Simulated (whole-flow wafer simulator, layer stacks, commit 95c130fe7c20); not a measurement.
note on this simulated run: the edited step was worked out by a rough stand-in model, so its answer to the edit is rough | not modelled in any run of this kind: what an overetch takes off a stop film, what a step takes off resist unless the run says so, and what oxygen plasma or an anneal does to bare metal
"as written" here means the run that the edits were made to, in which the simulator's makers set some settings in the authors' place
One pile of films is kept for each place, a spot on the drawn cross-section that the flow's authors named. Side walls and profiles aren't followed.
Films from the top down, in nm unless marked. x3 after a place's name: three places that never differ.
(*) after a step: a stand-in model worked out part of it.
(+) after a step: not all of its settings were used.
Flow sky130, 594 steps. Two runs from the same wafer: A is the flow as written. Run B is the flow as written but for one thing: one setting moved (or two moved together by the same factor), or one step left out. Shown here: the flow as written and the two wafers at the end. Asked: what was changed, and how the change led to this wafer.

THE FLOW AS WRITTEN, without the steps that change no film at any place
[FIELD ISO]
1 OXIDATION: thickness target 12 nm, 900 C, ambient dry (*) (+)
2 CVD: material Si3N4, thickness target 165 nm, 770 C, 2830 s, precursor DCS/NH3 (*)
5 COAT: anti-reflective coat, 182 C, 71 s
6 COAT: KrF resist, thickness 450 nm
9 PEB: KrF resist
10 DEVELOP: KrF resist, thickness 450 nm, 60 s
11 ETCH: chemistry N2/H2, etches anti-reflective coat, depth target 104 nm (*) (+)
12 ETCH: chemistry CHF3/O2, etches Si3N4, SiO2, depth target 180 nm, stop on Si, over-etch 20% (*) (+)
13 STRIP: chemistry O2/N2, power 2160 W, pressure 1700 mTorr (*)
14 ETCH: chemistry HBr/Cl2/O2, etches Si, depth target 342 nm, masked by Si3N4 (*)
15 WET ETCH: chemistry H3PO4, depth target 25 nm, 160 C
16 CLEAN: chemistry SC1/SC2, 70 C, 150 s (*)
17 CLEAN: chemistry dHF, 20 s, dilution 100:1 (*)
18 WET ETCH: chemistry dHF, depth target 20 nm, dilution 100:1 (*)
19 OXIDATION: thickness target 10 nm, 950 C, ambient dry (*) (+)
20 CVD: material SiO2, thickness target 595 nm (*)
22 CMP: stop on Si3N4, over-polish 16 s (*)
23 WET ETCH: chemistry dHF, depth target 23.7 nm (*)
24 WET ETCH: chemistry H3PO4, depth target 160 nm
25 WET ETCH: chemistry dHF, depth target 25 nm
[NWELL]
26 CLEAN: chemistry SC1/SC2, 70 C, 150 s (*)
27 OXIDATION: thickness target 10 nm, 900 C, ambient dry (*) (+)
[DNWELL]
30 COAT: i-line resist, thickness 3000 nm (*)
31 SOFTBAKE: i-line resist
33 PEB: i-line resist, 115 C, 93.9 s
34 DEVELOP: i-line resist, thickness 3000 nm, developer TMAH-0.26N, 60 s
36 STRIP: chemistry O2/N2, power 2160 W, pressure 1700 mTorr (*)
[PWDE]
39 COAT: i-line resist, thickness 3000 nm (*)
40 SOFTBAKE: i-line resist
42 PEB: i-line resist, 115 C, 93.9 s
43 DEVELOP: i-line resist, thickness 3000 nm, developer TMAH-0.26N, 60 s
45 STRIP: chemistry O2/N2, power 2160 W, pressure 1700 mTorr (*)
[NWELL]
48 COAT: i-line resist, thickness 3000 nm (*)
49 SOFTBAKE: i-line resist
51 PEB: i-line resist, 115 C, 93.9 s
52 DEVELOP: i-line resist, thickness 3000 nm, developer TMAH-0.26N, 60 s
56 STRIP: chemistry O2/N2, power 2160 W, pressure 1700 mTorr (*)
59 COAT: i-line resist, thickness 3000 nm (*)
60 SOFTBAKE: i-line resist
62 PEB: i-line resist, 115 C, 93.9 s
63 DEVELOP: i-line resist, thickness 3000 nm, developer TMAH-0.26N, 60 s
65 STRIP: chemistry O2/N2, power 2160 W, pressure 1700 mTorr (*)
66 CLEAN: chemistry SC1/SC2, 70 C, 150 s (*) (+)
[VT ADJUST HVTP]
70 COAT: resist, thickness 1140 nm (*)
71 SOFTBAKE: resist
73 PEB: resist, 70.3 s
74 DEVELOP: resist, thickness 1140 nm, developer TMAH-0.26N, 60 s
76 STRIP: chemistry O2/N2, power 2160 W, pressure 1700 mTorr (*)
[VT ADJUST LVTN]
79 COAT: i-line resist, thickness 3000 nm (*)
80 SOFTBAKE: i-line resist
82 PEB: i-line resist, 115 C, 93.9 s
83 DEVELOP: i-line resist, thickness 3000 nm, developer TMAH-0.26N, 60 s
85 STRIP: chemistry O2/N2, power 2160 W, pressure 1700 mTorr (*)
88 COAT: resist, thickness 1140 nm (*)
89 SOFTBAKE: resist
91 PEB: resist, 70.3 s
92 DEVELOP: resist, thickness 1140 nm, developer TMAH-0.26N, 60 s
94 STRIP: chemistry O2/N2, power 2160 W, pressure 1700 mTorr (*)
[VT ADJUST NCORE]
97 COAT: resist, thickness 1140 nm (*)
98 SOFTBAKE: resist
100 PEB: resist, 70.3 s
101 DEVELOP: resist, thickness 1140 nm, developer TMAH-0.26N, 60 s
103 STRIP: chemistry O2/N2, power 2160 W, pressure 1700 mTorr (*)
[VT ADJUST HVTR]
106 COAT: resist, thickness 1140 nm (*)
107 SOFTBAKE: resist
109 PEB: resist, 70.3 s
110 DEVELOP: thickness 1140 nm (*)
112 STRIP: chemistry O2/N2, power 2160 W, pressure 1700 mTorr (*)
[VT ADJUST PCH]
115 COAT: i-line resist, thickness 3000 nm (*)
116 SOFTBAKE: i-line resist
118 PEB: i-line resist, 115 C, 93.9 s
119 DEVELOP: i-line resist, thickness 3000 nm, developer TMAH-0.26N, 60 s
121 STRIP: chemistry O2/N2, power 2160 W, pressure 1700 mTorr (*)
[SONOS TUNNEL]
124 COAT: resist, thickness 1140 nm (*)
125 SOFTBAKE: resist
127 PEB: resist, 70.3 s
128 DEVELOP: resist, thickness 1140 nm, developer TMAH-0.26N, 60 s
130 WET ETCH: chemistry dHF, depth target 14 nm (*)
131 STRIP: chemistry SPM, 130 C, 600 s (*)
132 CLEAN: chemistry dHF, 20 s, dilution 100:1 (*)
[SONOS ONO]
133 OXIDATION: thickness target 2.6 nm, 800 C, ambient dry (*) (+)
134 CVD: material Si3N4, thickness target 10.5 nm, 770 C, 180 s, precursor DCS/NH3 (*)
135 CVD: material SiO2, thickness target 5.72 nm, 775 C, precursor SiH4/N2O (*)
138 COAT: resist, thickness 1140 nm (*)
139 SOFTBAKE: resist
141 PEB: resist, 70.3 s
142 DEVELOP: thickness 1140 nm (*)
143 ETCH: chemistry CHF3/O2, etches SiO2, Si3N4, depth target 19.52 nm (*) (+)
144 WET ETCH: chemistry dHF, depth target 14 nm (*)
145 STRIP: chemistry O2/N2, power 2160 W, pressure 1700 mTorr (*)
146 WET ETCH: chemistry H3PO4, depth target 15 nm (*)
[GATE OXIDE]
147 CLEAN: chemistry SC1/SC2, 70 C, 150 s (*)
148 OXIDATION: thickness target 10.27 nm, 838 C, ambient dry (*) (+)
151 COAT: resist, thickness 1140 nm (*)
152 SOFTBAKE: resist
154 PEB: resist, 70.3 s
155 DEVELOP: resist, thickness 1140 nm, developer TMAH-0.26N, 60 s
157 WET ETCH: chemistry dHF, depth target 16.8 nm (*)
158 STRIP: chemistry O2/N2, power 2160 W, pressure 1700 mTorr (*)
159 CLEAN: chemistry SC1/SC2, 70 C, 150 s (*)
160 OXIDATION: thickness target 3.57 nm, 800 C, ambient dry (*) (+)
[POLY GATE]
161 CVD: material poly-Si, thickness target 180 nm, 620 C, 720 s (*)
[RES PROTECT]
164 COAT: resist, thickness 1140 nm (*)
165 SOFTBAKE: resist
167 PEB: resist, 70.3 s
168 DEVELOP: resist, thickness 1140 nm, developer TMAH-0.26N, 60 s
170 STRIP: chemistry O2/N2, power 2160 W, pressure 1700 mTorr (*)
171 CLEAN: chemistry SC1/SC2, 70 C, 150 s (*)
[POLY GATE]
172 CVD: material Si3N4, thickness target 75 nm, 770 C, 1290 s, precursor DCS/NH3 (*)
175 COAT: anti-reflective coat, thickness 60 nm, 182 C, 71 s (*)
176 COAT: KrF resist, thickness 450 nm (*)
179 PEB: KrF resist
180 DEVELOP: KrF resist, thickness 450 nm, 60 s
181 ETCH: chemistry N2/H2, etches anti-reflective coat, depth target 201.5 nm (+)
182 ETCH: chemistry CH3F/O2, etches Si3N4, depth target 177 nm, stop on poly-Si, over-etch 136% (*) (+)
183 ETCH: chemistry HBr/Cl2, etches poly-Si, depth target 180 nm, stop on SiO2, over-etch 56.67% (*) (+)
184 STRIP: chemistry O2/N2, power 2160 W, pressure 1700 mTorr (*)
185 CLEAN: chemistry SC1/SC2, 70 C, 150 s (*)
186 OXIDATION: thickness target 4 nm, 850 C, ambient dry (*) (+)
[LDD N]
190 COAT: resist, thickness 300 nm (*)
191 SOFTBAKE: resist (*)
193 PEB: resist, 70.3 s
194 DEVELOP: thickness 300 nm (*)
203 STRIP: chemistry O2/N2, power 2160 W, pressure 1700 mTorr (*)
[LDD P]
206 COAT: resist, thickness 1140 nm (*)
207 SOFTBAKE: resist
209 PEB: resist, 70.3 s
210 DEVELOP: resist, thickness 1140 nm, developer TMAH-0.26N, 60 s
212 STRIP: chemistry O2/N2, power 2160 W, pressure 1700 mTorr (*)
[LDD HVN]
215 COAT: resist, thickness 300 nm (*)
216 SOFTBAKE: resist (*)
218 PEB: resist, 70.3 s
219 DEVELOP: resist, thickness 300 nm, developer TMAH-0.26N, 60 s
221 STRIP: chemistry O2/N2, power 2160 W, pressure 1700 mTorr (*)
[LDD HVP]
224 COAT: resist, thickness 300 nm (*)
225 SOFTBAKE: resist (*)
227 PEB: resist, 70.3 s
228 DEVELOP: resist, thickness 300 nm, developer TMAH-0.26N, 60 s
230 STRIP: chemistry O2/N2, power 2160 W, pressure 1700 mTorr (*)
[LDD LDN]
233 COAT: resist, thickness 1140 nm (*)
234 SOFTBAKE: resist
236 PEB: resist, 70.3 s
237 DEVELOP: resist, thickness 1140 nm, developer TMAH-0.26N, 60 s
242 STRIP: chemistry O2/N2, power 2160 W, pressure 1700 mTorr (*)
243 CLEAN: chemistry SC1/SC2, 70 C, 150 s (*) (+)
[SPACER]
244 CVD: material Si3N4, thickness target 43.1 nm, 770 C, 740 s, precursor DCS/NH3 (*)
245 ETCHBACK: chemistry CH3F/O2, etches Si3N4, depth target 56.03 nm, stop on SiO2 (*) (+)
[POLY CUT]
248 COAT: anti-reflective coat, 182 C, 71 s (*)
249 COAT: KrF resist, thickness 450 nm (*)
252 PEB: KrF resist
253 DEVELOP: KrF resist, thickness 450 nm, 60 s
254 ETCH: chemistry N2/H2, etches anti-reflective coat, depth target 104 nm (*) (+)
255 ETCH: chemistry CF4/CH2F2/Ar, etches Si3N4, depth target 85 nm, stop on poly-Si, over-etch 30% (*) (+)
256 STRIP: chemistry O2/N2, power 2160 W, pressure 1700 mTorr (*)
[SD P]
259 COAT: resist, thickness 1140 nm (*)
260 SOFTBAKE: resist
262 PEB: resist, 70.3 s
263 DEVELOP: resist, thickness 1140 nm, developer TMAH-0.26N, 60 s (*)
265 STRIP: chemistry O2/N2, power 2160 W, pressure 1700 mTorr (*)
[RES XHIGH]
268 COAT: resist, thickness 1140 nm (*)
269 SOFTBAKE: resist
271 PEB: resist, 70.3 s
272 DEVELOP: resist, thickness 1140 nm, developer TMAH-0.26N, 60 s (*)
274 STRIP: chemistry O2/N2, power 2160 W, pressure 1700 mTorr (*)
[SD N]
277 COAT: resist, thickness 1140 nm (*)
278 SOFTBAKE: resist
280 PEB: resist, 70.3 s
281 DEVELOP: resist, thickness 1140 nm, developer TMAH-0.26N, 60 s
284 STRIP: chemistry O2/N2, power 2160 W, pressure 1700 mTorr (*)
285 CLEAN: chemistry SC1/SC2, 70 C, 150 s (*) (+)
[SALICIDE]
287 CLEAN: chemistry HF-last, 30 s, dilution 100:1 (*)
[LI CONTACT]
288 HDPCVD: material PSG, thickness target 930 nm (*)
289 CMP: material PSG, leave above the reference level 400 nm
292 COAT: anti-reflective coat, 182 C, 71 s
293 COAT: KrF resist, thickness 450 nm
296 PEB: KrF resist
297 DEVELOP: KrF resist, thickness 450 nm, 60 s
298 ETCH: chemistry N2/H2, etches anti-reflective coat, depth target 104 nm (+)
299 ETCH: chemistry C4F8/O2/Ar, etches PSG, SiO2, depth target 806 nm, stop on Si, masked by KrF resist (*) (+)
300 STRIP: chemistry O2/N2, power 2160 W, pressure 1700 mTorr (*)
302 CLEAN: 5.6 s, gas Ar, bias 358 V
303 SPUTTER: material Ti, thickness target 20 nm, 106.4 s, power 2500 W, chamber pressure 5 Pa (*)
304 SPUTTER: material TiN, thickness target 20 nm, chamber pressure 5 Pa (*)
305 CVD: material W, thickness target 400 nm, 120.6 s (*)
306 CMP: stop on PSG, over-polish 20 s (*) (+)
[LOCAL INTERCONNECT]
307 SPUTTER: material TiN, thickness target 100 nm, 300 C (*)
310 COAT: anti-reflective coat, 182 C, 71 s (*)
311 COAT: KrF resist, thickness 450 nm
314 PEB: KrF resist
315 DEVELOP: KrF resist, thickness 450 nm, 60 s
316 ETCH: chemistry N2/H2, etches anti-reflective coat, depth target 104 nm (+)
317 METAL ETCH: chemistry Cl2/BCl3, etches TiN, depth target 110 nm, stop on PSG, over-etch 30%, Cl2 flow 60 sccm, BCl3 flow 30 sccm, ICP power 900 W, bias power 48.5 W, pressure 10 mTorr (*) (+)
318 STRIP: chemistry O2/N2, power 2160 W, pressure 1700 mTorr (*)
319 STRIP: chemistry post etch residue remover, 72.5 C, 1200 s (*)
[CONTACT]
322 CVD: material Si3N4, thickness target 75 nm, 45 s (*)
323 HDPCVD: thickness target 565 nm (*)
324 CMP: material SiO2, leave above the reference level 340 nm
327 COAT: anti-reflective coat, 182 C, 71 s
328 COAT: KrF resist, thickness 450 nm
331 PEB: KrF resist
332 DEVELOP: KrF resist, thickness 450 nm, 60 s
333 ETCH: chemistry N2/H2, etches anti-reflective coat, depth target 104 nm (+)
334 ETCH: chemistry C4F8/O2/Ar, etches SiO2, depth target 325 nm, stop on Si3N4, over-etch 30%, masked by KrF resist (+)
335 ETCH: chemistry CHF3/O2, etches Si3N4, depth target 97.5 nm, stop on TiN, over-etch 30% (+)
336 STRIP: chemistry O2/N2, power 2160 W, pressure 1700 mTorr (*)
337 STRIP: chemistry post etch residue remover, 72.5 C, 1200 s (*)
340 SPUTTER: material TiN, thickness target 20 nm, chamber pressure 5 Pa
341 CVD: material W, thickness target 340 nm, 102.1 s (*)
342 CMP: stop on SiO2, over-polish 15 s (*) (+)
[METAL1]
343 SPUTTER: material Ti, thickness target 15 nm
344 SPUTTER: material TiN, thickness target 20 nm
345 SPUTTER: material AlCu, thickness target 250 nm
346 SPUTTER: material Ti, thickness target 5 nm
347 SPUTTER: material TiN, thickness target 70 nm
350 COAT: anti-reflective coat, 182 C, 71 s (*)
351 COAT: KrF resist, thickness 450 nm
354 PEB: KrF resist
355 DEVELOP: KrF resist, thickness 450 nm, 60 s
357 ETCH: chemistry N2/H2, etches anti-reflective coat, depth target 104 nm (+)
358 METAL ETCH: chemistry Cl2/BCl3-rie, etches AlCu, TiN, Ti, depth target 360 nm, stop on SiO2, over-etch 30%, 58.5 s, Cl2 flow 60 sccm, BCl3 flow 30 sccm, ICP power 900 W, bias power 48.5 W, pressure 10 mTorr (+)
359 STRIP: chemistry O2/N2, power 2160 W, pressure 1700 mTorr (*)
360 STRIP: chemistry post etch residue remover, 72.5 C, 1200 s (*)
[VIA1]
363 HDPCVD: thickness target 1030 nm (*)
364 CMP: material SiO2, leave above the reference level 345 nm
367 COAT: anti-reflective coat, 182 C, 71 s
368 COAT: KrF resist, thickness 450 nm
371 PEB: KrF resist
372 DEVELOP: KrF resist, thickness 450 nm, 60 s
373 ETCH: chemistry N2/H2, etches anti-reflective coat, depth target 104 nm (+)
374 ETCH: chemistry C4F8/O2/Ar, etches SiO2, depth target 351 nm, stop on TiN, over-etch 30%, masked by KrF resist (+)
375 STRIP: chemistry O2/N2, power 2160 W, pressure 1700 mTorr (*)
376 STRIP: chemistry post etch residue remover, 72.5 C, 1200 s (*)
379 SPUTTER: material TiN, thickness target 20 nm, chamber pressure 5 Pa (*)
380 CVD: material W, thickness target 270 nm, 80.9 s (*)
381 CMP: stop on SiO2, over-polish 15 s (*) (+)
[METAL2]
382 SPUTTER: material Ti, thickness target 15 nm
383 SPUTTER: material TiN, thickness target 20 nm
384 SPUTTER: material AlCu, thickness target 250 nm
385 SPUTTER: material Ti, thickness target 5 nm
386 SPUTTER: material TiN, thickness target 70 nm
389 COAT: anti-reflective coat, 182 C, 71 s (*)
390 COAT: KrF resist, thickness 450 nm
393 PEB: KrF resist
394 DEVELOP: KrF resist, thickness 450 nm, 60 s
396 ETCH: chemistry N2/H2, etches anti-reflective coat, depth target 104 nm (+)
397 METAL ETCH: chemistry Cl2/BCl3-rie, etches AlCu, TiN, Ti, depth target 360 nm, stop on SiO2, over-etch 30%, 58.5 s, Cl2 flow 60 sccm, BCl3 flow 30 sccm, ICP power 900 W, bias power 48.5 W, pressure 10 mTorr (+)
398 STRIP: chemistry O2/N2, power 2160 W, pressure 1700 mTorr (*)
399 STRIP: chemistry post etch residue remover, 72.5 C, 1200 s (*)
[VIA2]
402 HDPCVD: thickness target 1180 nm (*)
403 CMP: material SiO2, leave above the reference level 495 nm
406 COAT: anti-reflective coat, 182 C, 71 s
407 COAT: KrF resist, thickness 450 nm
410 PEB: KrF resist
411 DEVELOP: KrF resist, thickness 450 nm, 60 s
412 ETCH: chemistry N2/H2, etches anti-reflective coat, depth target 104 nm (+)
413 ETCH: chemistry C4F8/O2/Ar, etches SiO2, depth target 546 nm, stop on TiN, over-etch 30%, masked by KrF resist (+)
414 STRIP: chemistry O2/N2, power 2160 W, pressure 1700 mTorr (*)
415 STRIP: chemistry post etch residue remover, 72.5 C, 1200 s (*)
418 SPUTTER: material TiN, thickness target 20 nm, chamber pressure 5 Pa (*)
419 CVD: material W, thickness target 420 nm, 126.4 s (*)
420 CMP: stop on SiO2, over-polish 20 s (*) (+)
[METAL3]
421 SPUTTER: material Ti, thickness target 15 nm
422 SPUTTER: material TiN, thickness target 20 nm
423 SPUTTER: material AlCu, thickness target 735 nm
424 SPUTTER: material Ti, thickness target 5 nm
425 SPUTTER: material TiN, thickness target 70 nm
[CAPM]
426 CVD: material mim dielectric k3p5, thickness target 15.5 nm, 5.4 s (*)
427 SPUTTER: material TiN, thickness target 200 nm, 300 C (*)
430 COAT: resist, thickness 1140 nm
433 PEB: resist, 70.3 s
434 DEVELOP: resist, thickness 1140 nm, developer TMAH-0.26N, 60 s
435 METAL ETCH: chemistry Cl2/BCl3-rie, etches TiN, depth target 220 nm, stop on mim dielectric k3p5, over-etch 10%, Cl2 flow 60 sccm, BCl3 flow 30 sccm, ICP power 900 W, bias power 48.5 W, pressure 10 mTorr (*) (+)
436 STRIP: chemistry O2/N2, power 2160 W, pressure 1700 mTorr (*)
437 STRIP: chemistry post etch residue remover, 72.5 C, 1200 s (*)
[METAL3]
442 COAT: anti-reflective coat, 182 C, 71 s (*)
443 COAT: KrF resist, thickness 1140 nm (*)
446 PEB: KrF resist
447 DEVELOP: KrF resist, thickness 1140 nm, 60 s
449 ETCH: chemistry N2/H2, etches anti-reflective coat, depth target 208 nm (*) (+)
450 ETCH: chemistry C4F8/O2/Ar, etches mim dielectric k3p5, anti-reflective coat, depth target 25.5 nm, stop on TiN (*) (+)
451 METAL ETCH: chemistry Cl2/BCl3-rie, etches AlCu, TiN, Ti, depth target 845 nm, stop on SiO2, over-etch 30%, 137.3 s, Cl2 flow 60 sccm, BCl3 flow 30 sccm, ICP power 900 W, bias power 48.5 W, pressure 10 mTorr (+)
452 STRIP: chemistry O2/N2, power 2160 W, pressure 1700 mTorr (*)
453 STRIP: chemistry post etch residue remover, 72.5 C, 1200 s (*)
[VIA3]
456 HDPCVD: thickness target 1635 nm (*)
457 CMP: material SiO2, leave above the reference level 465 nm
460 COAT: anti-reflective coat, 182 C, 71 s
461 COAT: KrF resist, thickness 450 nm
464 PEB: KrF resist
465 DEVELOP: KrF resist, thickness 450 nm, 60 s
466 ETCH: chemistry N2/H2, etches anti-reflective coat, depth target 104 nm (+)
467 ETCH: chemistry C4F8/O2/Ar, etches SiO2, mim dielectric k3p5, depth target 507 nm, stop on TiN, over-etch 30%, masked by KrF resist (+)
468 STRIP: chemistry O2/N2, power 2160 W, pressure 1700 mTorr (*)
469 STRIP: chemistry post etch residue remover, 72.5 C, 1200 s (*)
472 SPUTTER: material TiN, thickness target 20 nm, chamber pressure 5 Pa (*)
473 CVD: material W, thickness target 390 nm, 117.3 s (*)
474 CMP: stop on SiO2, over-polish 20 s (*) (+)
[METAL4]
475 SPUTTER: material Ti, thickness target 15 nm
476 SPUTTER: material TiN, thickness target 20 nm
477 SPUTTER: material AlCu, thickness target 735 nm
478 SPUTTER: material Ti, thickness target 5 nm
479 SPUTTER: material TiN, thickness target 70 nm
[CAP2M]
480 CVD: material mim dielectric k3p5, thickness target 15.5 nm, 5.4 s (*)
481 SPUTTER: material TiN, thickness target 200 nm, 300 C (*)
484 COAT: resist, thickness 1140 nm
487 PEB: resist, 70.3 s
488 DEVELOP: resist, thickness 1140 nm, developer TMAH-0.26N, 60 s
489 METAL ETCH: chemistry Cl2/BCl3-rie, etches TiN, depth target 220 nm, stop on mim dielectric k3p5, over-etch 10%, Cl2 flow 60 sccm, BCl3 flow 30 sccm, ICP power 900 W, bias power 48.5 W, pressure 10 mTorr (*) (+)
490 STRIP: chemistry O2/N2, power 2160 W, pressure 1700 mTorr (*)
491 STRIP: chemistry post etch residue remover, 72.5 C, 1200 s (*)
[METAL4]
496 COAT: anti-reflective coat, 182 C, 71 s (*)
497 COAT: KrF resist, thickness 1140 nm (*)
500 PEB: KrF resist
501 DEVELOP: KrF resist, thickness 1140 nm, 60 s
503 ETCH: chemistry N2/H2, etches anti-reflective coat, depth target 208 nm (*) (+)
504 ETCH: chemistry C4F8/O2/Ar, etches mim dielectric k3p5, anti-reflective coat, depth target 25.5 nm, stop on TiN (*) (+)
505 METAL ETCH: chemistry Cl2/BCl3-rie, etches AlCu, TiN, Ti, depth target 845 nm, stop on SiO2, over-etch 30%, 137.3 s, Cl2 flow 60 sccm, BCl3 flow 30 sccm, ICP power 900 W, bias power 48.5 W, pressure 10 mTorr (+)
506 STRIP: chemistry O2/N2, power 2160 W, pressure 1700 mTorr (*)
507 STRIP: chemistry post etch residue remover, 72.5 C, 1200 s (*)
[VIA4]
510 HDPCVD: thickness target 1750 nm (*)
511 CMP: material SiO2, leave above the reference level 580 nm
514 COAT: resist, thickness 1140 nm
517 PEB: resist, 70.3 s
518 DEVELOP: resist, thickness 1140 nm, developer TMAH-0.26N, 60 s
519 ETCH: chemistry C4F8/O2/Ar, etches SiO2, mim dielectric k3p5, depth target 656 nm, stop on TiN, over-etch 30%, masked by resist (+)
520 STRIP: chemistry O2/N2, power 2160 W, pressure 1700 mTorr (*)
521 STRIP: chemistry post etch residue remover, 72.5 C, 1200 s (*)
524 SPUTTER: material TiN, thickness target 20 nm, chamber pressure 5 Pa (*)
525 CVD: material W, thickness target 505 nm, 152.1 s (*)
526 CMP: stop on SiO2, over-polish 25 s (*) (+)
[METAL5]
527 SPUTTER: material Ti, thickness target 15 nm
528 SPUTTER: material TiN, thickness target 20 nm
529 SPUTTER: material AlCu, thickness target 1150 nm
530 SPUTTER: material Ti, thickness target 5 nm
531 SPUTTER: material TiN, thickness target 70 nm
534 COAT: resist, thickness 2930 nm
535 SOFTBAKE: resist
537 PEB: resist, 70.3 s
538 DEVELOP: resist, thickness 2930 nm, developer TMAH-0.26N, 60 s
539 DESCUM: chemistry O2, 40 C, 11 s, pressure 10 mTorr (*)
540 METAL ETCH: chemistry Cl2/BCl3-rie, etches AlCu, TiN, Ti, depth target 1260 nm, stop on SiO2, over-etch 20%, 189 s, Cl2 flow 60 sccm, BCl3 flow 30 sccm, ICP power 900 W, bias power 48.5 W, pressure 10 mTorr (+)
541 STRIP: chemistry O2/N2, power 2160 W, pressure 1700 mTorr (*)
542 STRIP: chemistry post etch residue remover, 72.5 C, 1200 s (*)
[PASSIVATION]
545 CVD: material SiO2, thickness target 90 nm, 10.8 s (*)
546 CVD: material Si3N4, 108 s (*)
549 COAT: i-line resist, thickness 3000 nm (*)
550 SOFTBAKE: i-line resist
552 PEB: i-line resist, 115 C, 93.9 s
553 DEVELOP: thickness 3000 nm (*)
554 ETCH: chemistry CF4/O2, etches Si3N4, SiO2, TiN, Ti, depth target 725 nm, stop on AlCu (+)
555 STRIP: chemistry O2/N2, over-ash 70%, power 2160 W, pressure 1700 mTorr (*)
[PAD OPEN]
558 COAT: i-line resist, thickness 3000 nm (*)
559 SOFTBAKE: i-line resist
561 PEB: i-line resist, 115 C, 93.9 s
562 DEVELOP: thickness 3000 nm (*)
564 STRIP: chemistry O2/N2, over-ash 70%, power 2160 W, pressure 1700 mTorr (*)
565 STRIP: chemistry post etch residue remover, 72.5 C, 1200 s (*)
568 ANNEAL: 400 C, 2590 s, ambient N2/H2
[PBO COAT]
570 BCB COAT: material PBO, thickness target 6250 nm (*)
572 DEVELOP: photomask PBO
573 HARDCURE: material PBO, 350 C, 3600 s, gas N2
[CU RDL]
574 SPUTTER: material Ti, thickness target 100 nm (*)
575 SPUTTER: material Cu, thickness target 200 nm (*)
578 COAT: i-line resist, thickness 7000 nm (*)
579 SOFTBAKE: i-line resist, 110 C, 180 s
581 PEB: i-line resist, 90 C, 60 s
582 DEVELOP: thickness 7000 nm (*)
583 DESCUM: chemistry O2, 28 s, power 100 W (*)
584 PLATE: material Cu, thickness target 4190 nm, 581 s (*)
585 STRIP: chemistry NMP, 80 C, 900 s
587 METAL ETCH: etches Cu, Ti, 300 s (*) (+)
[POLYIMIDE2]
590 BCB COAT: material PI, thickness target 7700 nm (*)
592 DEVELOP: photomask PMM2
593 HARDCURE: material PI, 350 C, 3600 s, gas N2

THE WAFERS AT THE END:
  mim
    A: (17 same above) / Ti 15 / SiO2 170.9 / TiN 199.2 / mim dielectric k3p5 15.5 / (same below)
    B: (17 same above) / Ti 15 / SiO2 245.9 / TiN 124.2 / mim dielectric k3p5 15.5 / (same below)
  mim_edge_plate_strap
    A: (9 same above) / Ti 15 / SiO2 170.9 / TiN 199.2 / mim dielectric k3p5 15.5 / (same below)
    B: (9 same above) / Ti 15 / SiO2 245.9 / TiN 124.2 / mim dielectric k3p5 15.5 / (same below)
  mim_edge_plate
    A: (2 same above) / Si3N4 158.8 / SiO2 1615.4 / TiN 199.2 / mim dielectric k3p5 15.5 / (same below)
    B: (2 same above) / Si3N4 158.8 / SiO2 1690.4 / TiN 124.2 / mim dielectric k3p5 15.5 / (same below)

The cause: step 427, SPUTTER: thickness target 125 nm was run, where the flow has thickness target 200 nm.

How the change led to this, step by step:
  427 SPUTTER: material TiN, thickness target 200 nm, 300 C (*)
      field, active, n_well and 188 more: A TiN +200 (new film) | B TiN +125 (new film)
  435 METAL ETCH: chemistry Cl2/BCl3-rie, etches TiN, depth target 220 nm, stop on mim dielectric k3p5, over-etch 10%, Cl2 flow 60 sccm, BCl3 flow 30 sccm, ICP power 900 W, bias power 48.5 W, pressure 10 mTorr (*) (+)
      field, active, n_well and 185 more: A TiN -200 (all of it) | B TiN -125 (all of it)
      mim, mim_edge_plate_strap, mim_edge_plate: A resist -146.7 | B resist -91.7
  436 STRIP: chemistry O2/N2, power 2160 W, pressure 1700 mTorr (*)
      mim, mim_edge_plate_strap, mim_edge_plate: A resist -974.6 (all of it) | B resist -1029.6 (all of it)
  442 COAT: anti-reflective coat, 182 C, 71 s (*)
      poly_licon, rpo_hd_licon: A anti-reflective coat +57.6 (new film) | B anti-reflective coat +77.2 (new film)
      mim: A anti-reflective coat +40.4 (new film) | B anti-reflective coat +29.6 (new film)
      (and at 6 more places)
  443 COAT: KrF resist, thickness 1140 nm (*)
      mim_edge_plate_strap, mim_edge_plate: A KrF resist +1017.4 (new film) | B KrF resist +1092.4 (new film)
      mim: A KrF resist +1025.5 (new film) | B KrF resist +1088.9 (new film)
      (and at 2 more places)
  447 DEVELOP: KrF resist, thickness 1140 nm, 60 s
      rxpo_ln: A KrF resist -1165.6 (all of it) | B KrF resist -1141.7 (all of it)
  449 ETCH: chemistry N2/H2, etches anti-reflective coat, depth target 208 nm (*) (+)
      poly_licon, rpo_hd_licon: A anti-reflective coat -57.6 (all of it) | B anti-reflective coat -77.2 (all of it)
      rpo_hd: A anti-reflective coat -62 (all of it) | B anti-reflective coat -74.2 (all of it)
      (and at 2 more places)
  452 STRIP: chemistry O2/N2, power 2160 W, pressure 1700 mTorr (*)
      mim_edge_plate_strap, mim_edge_plate: A KrF resist -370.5 (all of it), anti-reflective coat -3 (all of it) | B KrF resist -445.4 (all of it), anti-reflective coat -3 (all of it)
      mim: A KrF resist -378.7 (all of it), anti-reflective coat -40.4 (all of it) | B KrF resist -441.9 (all of it), anti-reflective coat -29.6 (all of it)
      (and at 3 more places)
  457 CMP: material SiO2, leave above the reference level 465 nm
      mim, mim_edge_plate_strap, mim_edge_plate: A SiO2 -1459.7 | B SiO2 -1384.7
